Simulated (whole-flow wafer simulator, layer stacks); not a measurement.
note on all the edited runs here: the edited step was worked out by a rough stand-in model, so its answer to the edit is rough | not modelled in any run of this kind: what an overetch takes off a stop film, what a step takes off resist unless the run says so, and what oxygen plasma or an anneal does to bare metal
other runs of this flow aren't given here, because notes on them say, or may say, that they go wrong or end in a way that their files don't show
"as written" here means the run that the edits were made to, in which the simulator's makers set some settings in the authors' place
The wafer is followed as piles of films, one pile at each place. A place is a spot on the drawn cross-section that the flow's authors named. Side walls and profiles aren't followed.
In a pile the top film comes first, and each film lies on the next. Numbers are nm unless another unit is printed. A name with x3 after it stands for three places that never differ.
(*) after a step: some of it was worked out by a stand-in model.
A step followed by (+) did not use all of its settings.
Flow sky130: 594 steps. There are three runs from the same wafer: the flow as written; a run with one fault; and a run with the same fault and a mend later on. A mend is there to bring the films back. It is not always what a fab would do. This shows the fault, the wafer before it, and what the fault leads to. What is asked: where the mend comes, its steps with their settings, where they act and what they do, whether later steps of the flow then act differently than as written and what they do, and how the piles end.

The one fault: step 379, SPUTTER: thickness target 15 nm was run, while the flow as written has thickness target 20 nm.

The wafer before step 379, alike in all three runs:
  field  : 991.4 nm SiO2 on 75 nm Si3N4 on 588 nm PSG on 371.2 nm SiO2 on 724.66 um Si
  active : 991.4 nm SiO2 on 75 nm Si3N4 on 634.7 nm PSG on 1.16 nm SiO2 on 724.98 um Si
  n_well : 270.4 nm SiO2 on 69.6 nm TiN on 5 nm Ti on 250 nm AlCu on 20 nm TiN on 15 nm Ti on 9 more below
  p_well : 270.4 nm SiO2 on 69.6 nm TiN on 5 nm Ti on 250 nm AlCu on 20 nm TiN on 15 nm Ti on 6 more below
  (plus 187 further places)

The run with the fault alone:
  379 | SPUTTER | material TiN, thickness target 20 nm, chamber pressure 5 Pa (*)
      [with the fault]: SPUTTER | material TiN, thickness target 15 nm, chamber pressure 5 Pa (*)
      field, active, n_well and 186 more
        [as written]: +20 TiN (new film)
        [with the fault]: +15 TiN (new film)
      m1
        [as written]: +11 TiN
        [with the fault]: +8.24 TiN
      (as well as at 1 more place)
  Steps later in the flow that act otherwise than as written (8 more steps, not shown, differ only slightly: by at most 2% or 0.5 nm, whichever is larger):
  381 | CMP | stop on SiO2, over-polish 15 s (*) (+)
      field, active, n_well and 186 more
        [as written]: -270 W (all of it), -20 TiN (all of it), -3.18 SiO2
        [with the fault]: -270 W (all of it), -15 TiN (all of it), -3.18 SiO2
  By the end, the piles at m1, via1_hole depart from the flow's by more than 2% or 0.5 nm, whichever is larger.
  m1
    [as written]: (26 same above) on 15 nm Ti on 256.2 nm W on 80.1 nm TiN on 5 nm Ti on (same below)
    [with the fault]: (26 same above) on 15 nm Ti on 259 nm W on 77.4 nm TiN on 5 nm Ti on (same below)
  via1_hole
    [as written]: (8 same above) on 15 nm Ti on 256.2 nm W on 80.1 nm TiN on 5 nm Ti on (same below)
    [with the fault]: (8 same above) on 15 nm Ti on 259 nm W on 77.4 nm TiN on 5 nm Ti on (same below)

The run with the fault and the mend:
  The mend stands after step 379.
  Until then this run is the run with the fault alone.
  379a | SPUTTER | material TiN, thickness target 5 nm, chamber pressure 5 Pa (*) (the flow's step 379 again, with other settings)
      field, active, n_well and 186 more
        +5 TiN
      m1
        +2.72 TiN
      via1_hole
        +2.69 TiN
  Later steps of the flow that are run all act as written at every place that is followed, up to a difference of at most 2% or 0.5 nm, whichever is larger.
  When the end is reached, the piles differ only a little from the flow's at the places that both follow, at most by 2% or 0.5 nm, whichever is larger.
